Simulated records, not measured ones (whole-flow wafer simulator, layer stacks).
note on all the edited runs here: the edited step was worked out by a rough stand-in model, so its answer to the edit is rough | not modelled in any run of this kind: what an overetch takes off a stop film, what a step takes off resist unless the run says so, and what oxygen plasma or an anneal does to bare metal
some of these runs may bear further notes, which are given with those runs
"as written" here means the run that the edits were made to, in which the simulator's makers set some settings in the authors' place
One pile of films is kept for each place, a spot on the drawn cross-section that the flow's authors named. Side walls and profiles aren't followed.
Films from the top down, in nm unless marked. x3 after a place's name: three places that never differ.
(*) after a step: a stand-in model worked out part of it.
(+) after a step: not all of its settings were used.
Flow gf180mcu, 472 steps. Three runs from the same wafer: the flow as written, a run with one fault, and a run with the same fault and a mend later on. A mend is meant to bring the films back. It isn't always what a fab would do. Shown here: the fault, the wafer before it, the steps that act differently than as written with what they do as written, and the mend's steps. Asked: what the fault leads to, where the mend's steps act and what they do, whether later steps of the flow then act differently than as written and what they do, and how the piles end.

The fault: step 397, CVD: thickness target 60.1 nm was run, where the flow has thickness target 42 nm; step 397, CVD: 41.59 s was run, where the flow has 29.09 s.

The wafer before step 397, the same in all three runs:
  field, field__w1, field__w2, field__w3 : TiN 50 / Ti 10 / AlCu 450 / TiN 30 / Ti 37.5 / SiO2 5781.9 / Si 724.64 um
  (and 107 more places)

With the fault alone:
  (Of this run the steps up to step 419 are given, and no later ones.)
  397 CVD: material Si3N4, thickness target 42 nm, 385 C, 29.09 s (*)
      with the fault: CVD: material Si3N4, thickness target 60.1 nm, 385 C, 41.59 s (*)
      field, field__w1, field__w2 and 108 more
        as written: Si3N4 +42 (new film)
        with the fault: Si3N4 +60 (new film)
  Later steps of the flow that act differently than as written:
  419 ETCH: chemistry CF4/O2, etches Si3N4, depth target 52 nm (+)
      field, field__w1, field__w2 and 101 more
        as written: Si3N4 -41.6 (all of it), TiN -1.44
        with the fault: Si3N4 -52
  After step 419 the piles differ from the flow's by more than 2% or 0.5 nm, whichever is larger, at field, field__w1, field__w2 and 109 more.
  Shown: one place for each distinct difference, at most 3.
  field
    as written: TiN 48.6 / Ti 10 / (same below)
    with the fault: Si3N4 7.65 / TiN 50 / Ti 10 / (same below)
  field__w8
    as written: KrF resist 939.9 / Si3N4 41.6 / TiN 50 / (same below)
    with the fault: KrF resist 939.9 / Si3N4 59.7 / TiN 50 / (same below)
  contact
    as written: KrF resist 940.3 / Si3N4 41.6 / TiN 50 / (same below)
    with the fault: KrF resist 940.3 / Si3N4 59.7 / TiN 50 / (same below)

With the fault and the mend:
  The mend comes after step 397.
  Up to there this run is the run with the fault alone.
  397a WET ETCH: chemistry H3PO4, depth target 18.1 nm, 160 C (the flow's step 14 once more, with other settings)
      field, field__w1, field__w2 and 108 more
        Si3N4 -18.1
  No later step of the flow acts differently than as written, at any place that is followed, by more than 2% or 0.5 nm, whichever is larger.
  At the end the piles differ from the flow's only slightly at the places that both follow, by at most 2% or 0.5 nm, whichever is larger.
